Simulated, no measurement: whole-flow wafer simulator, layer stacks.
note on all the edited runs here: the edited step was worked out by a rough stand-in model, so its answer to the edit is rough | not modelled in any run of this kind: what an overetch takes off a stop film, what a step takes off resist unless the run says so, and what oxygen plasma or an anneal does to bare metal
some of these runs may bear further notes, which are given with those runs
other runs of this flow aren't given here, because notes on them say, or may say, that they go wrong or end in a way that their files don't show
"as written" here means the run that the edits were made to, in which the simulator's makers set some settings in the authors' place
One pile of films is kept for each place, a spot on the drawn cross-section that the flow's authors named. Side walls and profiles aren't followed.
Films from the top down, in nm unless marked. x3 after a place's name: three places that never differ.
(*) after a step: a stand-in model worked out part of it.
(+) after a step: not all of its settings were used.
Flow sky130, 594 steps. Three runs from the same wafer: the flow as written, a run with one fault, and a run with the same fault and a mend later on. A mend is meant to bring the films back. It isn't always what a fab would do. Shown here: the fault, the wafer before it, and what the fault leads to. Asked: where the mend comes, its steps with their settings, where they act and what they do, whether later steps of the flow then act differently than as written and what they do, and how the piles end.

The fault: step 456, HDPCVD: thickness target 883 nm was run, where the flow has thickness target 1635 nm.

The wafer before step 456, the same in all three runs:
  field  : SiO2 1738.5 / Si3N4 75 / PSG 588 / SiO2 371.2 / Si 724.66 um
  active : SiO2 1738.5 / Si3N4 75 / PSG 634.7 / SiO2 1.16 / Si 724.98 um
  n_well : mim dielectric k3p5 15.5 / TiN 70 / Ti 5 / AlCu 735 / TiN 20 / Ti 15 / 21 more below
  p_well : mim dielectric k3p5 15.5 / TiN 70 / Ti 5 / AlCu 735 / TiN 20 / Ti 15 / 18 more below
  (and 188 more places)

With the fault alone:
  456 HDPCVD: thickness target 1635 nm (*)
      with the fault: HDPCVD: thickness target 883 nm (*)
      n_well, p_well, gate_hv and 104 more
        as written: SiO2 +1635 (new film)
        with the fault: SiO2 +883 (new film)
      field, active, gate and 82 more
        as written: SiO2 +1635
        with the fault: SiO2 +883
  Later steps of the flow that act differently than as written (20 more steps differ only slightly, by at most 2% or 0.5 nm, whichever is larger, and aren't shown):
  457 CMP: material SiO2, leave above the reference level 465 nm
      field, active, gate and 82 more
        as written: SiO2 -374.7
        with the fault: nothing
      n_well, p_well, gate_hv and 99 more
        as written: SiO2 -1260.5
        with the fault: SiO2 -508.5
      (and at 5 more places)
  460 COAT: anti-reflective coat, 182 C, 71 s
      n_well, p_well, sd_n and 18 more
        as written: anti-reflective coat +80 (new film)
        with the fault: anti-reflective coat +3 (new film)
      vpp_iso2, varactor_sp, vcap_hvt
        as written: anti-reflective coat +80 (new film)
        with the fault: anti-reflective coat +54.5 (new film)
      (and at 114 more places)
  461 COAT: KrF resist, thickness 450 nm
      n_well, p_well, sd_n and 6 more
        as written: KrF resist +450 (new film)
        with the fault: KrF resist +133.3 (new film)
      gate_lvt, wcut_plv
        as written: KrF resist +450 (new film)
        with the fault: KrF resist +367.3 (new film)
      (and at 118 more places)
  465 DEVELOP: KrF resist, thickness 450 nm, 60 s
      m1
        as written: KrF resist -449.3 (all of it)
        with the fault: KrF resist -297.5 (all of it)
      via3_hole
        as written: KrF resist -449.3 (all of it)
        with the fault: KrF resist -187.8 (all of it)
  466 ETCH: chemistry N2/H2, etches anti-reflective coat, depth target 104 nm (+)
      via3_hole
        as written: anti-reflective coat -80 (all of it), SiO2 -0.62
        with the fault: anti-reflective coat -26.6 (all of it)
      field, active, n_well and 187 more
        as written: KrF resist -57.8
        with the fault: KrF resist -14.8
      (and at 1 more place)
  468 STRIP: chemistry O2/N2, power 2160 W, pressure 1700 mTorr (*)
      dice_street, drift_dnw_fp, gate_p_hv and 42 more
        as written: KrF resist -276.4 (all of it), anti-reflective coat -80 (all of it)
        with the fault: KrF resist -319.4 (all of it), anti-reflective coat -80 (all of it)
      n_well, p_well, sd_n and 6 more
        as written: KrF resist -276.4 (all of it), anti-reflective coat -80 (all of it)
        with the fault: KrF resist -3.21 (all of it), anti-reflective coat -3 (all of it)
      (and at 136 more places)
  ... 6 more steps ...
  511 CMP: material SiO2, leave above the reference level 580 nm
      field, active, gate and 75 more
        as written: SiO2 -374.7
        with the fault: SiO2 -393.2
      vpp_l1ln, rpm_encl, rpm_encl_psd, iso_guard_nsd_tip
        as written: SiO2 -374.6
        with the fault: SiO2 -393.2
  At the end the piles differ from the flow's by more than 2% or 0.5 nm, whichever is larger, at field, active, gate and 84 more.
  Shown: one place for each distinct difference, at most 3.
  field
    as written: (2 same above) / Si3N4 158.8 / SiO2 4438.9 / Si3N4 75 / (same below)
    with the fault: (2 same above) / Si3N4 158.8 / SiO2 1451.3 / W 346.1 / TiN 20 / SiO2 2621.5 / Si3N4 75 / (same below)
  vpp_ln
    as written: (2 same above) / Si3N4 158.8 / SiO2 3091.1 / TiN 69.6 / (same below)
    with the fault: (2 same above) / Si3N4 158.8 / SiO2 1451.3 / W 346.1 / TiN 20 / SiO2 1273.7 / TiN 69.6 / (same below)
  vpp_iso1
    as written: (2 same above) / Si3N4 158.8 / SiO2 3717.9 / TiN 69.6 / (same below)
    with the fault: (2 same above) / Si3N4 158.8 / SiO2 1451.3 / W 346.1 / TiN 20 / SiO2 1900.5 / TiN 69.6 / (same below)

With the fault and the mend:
  The mend comes after step 456.
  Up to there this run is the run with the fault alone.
  456a HDPCVD: thickness target 752 nm (*) (the flow's step 456 once more, with other settings)
      field, active, n_well and 189 more
        SiO2 +752
  No later step of the flow acts differently than as written at any place that is followed.
  At the end the piles are the same as the flow's at every place that both follow.
